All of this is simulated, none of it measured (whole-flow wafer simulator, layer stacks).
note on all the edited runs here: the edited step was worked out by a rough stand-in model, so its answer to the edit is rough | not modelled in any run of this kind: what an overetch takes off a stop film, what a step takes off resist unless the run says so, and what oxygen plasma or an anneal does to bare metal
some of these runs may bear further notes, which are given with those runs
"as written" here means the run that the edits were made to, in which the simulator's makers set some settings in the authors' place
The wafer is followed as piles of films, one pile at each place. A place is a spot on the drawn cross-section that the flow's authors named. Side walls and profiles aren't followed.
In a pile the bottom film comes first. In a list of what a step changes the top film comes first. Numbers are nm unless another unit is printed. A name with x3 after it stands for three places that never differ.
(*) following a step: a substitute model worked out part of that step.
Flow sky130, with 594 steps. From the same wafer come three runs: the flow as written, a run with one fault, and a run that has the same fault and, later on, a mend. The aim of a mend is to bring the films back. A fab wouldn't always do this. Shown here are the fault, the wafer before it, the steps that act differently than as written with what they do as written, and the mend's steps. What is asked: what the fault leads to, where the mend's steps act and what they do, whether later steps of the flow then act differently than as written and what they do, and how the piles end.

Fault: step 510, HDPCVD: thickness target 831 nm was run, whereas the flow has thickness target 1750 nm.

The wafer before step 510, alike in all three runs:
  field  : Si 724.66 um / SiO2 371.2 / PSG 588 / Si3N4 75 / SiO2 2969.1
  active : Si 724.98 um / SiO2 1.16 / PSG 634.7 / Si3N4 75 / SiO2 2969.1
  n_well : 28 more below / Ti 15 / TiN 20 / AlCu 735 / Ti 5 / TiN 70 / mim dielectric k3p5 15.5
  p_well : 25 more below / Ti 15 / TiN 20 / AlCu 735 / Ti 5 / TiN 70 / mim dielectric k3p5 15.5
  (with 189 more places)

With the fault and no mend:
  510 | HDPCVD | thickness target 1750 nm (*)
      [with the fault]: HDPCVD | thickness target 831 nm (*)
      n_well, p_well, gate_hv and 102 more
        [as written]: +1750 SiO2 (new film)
        [with the fault]: +831 SiO2 (new film)
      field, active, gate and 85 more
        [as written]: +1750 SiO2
        [with the fault]: +831 SiO2
  Steps later in the flow that act otherwise than as written (not shown: 22 more steps that differ only slightly, by at most 2% or 0.5 nm, whichever is larger):
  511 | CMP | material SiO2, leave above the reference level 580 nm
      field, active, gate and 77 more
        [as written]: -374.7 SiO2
        [with the fault]: nothing
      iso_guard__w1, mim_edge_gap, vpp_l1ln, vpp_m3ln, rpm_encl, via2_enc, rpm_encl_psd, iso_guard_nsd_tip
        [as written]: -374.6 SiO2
        [with the fault]: nothing
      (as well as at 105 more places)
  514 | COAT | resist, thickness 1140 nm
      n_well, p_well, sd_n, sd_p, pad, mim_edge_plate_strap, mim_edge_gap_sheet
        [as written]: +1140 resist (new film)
        [with the fault]: +599 resist (new film)
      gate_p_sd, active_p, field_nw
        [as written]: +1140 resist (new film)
        [with the fault]: +1219.7 resist (new film)
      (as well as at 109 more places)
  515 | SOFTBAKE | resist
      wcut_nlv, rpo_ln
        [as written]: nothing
        [with the fault]: +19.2 resist
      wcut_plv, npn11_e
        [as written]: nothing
        [with the fault]: -19 resist
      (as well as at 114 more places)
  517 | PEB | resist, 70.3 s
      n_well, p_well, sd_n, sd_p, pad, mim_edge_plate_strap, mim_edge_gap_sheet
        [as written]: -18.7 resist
        [with the fault]: -8.41 resist
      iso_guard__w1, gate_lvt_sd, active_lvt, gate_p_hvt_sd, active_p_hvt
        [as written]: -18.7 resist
        [with the fault]: -20.4 resist
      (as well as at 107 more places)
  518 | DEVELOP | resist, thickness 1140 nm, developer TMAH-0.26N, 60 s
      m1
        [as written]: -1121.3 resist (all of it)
        [with the fault]: -767.5 resist (all of it)
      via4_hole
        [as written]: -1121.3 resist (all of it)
        [with the fault]: -728.2 resist (all of it)
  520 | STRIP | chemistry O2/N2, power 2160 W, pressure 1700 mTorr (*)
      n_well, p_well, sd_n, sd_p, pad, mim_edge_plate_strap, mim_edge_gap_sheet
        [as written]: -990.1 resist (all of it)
        [with the fault]: -459.3 resist (all of it)
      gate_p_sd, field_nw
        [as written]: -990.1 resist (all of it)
        [with the fault]: -1065.7 resist (all of it)
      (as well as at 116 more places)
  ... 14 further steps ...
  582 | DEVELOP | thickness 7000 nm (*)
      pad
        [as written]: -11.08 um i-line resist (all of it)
        [with the fault]: -11.09 um i-line resist (all of it)
  By the end, the piles at field, active, gate and 86 more depart from the flow's by more than 2% or 0.5 nm, whichever is larger.
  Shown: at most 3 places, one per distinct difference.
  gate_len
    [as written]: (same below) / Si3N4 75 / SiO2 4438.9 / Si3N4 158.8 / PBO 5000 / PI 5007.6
    [with the fault]: (same below) / Si3N4 75 / SiO2 3800.1 / TiN 20 / W 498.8 / SiO2 125.2 / Si3N4 158.8 / PBO 5000 / PI 5007.1
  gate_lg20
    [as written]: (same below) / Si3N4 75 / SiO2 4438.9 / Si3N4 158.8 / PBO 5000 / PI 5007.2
    [with the fault]: (same below) / Si3N4 75 / SiO2 3800.1 / TiN 20 / W 498.8 / SiO2 125.2 / Si3N4 158.8 / PBO 5000 / PI 5006.8
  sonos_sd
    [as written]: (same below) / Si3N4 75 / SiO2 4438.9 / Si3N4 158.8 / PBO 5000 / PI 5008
    [with the fault]: (same below) / Si3N4 75 / SiO2 3800.1 / TiN 20 / W 498.8 / SiO2 125.2 / Si3N4 158.8 / PBO 5000 / PI 5007.6

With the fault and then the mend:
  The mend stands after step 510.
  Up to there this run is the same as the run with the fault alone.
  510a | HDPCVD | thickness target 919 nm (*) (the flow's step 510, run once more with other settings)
      field, active, n_well and 190 more
        +919 SiO2
  Later steps of the flow that are run all act as written at every place that is followed.
  At every place that both follow, the piles at the end match the flow's.
